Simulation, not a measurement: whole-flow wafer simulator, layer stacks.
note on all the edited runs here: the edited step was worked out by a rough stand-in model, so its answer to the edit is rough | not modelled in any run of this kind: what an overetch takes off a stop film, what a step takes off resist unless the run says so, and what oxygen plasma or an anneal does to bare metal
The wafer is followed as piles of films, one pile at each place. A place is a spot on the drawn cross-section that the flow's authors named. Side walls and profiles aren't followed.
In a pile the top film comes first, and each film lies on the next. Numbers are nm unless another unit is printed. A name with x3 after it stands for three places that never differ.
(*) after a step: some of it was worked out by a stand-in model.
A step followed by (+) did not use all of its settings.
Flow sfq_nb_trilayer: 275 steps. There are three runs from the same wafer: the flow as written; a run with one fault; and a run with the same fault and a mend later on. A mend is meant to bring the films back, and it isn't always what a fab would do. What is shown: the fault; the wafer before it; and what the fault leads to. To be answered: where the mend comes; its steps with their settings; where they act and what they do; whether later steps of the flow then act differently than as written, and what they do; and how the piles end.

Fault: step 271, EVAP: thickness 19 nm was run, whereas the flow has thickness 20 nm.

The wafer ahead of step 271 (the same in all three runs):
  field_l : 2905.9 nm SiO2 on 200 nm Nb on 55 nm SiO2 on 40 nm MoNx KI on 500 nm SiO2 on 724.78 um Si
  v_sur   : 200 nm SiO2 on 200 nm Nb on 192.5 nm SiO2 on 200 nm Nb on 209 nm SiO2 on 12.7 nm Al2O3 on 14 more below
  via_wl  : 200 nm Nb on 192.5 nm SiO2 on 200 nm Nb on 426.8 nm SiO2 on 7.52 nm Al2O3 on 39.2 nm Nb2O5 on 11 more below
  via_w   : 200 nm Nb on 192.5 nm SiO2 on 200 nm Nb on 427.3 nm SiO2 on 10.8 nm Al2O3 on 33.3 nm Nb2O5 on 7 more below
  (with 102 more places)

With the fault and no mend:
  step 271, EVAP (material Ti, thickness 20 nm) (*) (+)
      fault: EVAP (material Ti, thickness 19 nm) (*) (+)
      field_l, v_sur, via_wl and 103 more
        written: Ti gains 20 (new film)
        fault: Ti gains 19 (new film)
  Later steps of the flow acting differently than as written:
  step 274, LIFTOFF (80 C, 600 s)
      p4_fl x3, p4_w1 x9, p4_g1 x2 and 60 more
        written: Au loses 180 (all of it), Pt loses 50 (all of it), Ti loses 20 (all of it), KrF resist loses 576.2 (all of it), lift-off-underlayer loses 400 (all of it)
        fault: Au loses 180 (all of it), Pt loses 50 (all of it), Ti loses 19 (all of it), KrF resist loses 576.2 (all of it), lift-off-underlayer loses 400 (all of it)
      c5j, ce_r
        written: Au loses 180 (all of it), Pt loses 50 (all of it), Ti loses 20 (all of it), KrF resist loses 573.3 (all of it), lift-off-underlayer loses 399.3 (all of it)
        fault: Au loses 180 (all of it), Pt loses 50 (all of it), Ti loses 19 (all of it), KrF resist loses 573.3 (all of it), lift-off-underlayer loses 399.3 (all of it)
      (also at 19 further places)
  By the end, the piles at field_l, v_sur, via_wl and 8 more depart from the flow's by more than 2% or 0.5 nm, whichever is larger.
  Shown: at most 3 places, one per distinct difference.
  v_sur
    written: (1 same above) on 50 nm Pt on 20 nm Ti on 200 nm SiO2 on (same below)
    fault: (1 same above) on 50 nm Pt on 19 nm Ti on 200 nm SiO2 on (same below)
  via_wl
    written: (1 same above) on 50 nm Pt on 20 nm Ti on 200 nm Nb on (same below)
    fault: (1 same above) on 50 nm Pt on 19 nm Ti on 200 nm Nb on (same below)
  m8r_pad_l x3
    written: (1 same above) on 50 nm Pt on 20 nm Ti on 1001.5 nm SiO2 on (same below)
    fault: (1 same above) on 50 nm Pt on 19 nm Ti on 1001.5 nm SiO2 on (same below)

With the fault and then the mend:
  After step 271 comes the mend.
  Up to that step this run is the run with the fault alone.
  step 271a, EVAP (material Ti, thickness 1 nm) (*) (the flow's step 271 again, with other settings)
      field_l, v_sur, via_wl and 103 more
        Ti gains 1
  Every later step of the flow that is run acts as written at every place that is followed.
  The piles end the same as the flow's at every place that both follow.
